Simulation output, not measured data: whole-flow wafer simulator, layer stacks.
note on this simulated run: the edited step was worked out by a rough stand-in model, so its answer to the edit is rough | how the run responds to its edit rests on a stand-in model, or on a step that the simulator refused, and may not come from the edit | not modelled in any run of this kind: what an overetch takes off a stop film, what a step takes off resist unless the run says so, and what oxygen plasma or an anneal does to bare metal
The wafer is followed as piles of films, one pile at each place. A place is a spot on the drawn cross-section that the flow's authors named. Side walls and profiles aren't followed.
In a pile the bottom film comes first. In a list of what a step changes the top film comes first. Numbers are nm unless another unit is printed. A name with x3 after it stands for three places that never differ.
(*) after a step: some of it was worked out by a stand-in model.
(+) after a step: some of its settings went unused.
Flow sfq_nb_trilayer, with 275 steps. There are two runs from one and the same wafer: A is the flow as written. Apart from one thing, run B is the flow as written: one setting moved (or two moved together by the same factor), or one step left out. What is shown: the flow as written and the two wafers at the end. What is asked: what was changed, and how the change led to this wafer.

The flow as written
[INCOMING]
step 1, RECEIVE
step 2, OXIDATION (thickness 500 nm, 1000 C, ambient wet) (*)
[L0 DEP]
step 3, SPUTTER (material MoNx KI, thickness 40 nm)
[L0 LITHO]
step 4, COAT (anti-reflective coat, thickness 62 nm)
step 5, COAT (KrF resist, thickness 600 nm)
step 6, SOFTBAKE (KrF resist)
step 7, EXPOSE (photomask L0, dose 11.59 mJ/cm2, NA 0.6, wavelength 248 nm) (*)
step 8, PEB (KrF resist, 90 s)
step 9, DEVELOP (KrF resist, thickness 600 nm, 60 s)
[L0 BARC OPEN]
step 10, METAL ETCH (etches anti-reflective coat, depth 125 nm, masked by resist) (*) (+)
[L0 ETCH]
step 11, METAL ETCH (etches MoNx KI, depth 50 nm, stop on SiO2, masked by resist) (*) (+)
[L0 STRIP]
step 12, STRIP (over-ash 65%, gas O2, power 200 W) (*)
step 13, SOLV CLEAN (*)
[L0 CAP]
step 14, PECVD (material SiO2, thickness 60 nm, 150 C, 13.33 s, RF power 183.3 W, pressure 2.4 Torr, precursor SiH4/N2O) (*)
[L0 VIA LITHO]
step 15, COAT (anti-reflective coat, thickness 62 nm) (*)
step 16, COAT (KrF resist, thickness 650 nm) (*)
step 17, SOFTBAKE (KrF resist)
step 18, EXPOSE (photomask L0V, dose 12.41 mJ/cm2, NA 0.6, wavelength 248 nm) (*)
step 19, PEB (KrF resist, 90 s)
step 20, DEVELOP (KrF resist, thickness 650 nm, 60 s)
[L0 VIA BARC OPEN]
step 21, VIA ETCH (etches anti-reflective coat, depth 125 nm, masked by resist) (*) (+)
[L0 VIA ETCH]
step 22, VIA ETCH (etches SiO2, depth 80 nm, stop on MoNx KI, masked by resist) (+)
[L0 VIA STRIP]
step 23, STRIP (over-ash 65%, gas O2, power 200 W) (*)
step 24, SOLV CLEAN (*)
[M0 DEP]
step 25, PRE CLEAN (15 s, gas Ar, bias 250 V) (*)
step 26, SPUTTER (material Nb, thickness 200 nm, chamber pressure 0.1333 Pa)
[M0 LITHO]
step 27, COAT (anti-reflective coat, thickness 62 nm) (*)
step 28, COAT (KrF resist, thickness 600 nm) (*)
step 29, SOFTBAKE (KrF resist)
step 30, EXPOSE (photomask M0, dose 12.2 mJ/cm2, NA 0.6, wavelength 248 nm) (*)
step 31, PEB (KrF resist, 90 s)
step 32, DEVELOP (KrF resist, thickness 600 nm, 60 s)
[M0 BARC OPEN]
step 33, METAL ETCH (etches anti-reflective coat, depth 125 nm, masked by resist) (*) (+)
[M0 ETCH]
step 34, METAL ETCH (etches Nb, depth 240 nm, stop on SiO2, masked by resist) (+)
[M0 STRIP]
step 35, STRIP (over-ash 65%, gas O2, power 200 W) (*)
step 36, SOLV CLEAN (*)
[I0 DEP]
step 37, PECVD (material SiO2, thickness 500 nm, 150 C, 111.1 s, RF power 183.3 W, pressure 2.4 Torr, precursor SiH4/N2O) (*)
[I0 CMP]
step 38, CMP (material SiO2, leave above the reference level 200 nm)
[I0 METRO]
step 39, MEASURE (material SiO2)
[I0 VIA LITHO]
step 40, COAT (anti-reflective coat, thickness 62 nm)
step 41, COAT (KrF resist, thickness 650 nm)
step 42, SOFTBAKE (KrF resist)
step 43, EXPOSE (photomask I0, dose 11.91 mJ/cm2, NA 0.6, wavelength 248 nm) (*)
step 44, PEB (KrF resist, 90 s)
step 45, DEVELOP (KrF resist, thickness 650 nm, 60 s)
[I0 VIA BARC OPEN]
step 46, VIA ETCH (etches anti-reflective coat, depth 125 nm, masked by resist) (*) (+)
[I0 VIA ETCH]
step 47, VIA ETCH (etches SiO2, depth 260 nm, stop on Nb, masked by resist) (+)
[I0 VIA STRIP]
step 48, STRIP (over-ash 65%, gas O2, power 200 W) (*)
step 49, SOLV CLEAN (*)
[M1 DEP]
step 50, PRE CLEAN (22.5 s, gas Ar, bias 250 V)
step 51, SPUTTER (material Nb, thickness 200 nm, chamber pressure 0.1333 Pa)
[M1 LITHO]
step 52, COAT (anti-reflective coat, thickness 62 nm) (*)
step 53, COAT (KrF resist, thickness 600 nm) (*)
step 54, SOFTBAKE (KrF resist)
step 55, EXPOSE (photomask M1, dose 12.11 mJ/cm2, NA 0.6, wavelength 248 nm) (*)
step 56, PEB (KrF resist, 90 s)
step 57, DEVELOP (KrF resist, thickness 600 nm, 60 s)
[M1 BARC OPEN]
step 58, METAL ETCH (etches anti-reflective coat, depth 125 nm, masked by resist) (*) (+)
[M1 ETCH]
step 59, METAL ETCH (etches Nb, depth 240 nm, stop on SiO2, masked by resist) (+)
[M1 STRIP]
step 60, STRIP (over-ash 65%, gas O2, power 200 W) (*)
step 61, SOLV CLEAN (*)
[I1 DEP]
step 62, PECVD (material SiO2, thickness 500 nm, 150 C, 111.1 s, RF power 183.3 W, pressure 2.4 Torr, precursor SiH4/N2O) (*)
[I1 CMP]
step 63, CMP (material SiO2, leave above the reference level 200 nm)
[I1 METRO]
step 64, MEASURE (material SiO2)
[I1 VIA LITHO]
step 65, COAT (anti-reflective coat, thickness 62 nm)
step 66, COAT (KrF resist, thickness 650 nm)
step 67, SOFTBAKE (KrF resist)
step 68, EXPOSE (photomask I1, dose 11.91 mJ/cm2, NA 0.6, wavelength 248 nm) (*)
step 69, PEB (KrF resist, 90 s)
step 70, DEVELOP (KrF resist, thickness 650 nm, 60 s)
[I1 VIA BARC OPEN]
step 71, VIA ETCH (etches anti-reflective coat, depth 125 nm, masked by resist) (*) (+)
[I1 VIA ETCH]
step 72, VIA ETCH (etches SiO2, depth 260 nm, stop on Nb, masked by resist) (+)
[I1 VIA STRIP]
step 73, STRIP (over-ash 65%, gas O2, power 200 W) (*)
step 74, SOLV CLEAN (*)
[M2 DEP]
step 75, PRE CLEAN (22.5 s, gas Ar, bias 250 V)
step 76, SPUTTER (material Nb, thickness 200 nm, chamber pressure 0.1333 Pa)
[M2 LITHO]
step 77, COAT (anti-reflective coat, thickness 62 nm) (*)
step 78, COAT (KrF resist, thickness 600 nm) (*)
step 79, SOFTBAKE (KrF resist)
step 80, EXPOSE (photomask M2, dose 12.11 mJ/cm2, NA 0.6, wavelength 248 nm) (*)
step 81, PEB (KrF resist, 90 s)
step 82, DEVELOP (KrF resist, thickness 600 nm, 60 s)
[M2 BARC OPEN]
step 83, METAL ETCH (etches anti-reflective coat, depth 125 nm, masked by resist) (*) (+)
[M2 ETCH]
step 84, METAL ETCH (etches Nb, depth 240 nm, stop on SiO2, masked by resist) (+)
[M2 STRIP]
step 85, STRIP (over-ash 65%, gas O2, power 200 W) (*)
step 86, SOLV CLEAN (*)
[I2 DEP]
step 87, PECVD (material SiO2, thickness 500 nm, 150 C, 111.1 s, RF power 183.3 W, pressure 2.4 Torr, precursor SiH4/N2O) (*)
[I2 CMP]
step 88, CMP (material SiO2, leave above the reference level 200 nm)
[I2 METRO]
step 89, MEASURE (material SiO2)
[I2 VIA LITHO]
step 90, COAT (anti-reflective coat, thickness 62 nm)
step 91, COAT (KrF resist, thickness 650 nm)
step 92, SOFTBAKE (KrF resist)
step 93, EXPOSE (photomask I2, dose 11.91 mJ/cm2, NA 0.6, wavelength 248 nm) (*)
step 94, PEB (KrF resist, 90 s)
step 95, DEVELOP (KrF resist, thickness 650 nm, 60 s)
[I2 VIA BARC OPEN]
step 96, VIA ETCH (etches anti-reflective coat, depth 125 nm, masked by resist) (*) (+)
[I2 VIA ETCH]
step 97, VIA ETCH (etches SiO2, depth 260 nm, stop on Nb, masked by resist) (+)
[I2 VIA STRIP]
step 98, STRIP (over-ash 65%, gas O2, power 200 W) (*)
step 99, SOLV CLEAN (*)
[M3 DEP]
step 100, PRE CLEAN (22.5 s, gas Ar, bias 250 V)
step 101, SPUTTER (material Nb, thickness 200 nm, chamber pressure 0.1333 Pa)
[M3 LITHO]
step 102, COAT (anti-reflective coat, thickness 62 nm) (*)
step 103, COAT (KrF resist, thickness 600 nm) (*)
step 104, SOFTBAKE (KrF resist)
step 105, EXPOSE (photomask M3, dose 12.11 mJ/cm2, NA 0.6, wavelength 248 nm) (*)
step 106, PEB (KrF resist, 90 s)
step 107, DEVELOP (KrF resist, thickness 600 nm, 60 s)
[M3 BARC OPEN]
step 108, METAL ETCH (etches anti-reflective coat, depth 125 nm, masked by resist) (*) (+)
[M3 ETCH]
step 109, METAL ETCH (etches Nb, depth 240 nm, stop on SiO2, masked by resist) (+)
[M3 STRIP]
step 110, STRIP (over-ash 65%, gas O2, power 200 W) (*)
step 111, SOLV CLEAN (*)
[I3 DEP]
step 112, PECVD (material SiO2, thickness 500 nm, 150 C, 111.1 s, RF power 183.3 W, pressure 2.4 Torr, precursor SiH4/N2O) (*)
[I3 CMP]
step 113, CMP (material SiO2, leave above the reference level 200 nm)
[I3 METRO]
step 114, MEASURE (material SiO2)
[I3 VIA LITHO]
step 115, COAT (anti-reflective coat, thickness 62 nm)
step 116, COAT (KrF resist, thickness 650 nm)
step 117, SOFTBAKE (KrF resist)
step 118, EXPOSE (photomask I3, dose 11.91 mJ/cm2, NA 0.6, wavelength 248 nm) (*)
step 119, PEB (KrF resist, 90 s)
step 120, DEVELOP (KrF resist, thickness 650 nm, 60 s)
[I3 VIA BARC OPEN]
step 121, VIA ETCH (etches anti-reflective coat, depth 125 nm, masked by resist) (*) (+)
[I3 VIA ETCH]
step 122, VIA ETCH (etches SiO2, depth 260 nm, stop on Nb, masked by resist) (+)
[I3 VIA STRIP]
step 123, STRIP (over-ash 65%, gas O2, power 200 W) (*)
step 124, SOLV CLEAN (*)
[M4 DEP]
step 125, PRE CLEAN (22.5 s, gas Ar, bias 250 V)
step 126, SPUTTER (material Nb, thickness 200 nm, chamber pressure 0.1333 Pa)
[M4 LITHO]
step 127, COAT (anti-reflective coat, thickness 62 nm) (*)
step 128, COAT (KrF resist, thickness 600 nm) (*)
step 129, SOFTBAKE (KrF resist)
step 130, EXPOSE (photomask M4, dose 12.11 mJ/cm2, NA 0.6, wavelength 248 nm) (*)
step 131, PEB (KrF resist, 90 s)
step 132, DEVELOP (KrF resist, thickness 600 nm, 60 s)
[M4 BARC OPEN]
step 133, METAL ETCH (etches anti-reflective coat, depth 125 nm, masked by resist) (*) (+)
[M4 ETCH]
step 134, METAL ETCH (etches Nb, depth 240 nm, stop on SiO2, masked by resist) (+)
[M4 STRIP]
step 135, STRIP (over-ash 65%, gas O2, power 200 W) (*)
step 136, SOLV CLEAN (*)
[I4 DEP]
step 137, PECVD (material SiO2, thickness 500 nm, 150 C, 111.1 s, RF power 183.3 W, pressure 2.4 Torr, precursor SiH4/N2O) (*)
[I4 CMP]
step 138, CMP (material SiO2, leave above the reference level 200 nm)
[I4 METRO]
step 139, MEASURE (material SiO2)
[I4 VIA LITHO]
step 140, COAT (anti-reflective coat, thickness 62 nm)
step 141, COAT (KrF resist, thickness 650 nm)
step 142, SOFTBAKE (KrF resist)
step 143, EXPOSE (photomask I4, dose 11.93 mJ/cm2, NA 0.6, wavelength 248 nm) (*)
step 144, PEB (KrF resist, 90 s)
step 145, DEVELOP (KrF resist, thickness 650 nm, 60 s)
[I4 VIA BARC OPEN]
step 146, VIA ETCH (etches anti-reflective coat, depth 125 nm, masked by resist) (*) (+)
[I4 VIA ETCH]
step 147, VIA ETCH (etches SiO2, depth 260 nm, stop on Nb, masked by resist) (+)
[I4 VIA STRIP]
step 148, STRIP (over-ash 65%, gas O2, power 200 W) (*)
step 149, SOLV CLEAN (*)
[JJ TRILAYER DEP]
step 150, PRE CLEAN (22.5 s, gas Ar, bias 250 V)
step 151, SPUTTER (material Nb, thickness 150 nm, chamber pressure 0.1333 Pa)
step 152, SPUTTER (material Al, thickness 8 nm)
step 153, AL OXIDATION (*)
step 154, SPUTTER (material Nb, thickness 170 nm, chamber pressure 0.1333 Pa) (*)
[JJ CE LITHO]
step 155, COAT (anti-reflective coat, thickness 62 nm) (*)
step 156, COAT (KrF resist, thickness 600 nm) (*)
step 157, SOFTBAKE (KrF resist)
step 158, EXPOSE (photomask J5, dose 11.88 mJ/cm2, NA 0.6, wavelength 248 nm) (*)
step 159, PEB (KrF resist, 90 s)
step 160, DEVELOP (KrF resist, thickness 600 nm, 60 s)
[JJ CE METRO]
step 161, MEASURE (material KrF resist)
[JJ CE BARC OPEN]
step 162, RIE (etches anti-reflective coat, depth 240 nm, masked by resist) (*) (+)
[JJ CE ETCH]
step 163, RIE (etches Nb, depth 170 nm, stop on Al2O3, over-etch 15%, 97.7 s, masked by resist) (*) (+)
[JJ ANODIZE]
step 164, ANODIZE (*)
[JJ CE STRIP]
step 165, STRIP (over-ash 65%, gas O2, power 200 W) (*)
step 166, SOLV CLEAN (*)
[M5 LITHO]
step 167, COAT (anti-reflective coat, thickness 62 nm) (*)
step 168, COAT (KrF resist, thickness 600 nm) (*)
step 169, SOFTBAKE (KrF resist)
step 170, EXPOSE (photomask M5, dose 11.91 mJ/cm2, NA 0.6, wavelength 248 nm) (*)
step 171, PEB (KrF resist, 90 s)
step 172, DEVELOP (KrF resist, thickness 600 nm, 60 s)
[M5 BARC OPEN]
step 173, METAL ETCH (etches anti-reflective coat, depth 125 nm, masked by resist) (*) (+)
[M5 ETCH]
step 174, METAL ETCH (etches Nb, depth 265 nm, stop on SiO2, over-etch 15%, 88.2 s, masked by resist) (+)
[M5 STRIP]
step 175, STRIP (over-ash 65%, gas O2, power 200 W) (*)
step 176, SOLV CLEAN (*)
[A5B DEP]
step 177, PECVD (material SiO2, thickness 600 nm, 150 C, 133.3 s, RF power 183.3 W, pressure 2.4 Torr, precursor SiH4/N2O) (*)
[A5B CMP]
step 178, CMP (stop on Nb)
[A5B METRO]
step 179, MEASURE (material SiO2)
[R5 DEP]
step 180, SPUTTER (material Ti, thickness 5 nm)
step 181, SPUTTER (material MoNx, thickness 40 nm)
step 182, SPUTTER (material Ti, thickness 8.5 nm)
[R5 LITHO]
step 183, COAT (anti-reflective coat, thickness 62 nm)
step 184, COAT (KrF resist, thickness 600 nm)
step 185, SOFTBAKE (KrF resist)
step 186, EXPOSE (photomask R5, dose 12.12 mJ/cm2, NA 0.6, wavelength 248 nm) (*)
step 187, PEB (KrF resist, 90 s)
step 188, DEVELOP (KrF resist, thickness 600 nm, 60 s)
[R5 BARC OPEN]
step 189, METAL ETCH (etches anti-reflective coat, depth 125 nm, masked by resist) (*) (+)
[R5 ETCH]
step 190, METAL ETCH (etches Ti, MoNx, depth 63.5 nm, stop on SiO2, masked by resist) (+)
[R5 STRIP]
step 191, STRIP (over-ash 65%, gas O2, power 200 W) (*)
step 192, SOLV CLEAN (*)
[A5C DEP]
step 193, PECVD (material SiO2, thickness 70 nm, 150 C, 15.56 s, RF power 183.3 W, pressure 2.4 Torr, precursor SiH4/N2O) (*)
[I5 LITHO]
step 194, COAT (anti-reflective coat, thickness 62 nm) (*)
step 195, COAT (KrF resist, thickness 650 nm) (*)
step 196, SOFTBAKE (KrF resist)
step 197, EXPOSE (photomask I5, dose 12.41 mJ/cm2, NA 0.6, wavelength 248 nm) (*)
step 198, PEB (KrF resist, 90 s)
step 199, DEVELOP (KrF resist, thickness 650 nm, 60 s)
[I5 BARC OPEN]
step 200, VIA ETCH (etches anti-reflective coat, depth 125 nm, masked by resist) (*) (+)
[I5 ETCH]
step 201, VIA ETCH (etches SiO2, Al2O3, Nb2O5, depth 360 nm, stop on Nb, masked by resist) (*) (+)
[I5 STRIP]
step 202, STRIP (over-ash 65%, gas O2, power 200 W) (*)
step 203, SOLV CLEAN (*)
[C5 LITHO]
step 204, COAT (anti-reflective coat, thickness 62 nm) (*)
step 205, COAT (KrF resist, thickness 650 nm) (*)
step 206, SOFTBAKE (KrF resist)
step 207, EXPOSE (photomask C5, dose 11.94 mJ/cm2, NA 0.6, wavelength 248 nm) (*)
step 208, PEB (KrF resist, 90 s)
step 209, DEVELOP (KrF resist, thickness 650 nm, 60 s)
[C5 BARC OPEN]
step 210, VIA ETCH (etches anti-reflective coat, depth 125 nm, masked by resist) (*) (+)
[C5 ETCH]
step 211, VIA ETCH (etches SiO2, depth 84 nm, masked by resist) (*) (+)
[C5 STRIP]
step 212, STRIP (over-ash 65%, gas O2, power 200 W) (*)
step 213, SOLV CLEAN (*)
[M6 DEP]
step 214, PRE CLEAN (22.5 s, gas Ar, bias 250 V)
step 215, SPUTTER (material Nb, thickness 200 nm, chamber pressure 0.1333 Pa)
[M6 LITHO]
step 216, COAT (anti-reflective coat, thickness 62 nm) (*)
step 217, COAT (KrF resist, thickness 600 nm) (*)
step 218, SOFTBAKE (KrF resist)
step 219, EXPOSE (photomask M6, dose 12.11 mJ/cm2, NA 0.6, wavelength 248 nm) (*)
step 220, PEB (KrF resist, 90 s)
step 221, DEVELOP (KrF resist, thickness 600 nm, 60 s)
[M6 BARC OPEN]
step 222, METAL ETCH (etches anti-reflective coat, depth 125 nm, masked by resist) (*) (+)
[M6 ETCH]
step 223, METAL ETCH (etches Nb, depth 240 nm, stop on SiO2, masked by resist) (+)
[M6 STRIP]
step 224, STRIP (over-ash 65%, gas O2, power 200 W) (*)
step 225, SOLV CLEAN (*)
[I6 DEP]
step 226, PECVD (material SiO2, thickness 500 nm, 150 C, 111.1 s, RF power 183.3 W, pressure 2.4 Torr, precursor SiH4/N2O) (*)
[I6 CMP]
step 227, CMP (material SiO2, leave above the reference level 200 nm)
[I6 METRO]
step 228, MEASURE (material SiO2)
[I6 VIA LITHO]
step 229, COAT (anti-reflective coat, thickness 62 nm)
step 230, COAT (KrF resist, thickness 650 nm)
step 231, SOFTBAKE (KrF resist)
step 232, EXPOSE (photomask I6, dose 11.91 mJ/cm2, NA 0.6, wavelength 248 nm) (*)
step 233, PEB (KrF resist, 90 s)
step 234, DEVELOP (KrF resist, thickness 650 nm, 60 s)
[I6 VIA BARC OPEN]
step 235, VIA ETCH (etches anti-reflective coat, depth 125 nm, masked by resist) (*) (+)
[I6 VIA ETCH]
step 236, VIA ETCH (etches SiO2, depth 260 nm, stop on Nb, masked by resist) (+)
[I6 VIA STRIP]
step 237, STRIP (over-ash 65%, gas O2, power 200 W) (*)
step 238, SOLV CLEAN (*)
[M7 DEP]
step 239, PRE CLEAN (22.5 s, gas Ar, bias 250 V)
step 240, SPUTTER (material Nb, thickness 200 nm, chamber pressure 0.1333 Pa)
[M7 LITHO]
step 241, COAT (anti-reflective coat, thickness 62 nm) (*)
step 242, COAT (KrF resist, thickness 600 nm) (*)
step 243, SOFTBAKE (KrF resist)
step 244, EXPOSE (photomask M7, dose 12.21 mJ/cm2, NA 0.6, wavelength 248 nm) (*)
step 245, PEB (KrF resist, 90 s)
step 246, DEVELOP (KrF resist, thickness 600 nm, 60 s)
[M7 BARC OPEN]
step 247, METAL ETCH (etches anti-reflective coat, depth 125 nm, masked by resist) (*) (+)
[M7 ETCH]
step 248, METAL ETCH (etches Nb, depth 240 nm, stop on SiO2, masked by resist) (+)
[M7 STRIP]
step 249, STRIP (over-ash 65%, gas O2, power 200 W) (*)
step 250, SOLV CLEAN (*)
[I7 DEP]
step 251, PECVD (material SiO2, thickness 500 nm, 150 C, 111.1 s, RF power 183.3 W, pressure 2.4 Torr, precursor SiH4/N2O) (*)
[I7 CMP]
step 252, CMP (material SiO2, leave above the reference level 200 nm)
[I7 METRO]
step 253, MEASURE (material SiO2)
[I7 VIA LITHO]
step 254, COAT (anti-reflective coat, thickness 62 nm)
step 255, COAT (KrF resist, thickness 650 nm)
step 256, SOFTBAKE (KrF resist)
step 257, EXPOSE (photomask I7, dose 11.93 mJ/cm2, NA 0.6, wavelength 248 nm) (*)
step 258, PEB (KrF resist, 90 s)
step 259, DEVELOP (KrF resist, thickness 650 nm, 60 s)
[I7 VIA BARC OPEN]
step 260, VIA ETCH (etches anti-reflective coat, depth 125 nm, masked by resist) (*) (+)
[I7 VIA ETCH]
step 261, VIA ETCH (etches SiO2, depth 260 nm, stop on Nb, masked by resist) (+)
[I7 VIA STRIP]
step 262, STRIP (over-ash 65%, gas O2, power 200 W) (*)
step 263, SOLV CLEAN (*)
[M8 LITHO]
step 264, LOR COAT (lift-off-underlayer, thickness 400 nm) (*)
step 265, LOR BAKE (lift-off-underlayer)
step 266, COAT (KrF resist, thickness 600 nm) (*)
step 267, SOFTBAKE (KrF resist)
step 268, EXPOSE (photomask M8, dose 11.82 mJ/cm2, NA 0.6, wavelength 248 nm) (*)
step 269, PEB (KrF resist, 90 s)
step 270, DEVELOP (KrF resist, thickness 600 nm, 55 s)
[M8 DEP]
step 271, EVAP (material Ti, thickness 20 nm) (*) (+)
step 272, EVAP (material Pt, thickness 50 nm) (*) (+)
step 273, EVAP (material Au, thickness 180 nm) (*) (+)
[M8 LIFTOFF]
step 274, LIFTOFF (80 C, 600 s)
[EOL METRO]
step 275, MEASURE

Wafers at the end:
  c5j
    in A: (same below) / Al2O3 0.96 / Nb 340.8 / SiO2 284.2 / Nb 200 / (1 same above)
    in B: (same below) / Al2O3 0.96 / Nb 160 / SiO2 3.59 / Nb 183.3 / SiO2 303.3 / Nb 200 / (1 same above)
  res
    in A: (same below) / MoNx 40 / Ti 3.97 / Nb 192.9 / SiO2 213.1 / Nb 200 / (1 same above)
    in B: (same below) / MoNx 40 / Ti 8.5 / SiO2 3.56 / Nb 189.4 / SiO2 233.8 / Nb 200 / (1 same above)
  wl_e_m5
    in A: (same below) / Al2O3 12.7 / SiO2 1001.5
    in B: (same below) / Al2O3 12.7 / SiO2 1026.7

The reason: step 193, PECVD: thickness 95.2 nm was run, while the flow as written has thickness 70 nm; step 193, PECVD: 21.16 s was run, where the flow has 15.56 s.

Step by step, how the change led to this:
  step 193, PECVD (material SiO2, thickness 70 nm, 150 C, 15.56 s, RF power 183.3 W, pressure 2.4 Torr, precursor SiH4/N2O) (*)
      field_l, v_sur, via_wl and 92 more: A +70 SiO2 | B +95.2 SiO2
      ce_l, c5j, ce_r and 8 more: A +70 SiO2 (new film) | B +95.2 SiO2 (new film)
  step 201, VIA ETCH (etches SiO2, Al2O3, Nb2O5, depth 360 nm, stop on Nb, masked by resist) (*) (+)
      be: A -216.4 SiO2 (all of it), -12.7 Al2O3 (all of it), -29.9 Nb2O5 (all of it) | B -241.6 SiO2 (all of it), -12.7 Al2O3 (all of it), -29.9 Nb2O5 (all of it)
  step 204, COAT (anti-reflective coat, thickness 62 nm) (*)
      be: A +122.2 anti-reflective coat (new film) | B +125.7 anti-reflective coat (new film)
      be_sur: A +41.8 anti-reflective coat (new film) | B +40.5 anti-reflective coat (new film)
  step 205, COAT (KrF resist, thickness 650 nm) (*)
      be: A +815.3 KrF resist (new film) | B +833.5 KrF resist (new film)
  step 211, VIA ETCH (etches SiO2, depth 84 nm, masked by resist) (*) (+)
      c5j: A -69.9 SiO2 (all of it), -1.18 Nb | B -84 SiO2
      res: A -69.9 SiO2 (all of it) | B -84 SiO2
  step 212, STRIP (over-ash 65%, gas O2, power 200 W) (*)
      be: A -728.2 KrF resist (all of it), -122.2 anti-reflective coat (all of it) | B -746.4 KrF resist (all of it), -125.7 anti-reflective coat (all of it)
      be_sur: A -559.6 KrF resist (all of it), -41.8 anti-reflective coat (all of it) | B -558.5 KrF resist (all of it), -40.5 anti-reflective coat (all of it)
  step 214, PRE CLEAN (22.5 s, gas Ar, bias 250 V)
      c5j: A -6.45 Nb | B -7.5 SiO2
      res: A -4.53 Ti | B -7.5 SiO2
  step 215, SPUTTER (material Nb, thickness 200 nm, chamber pressure 0.1333 Pa)
      c5j: A +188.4 Nb | B +183.3 Nb (new film)
      be: A +147.3 Nb | B +141.7 Nb
  step 216, COAT (anti-reflective coat, thickness 62 nm) (*)
      be: A +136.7 anti-reflective coat (new film) | B +141 anti-reflective coat (new film)
      be_sur: A +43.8 anti-reflective coat (new film) | B +42.5 anti-reflective coat (new film)
      (also at 5 further places)
  step 217, COAT (KrF resist, thickness 600 nm) (*)
      be: A +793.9 KrF resist (new film) | B +822.5 KrF resist (new film)
  step 224, STRIP (over-ash 65%, gas O2, power 200 W) (*)
      be: A -575.8 KrF resist (all of it), -136.7 anti-reflective coat (all of it) | B -604.4 KrF resist (all of it), -141 anti-reflective coat (all of it)
      be_sur: A -371.2 KrF resist (all of it), -43.8 anti-reflective coat (all of it) | B -373.5 KrF resist (all of it), -42.5 anti-reflective coat (all of it)
      (also at 5 further places)
  step 226, PECVD (material SiO2, thickness 500 nm, 150 C, 111.1 s, RF power 183.3 W, pressure 2.4 Torr, precursor SiH4/N2O) (*)
      be: A +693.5 SiO2 (new film) | B +724.3 SiO2 (new film)
      c5j: A +514.7 SiO2 (new film) | B +533.8 SiO2 (new film)
  step 227, CMP (material SiO2, leave above the reference level 200 nm)
      res: A -279.4 SiO2 | B -258.7 SiO2
If metal films that touch count as one body, c5j has 5 bodies (between them, from the top down: SiO2 303.3; SiO2 3.59; Al2O3 0.96; SiO2 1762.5); the flow as written gives 4 bodies (between them, from the top down: SiO2 284.2; Al2O3 0.96; SiO2 1762.5).
If metal films that touch count as one body, res has 4 bodies (between them, from the top down: SiO2 233.8; SiO2 3.56; SiO2 2090.9); the flow as written gives 3 bodies (between them, from the top down: SiO2 213.1; SiO2 2090.9).
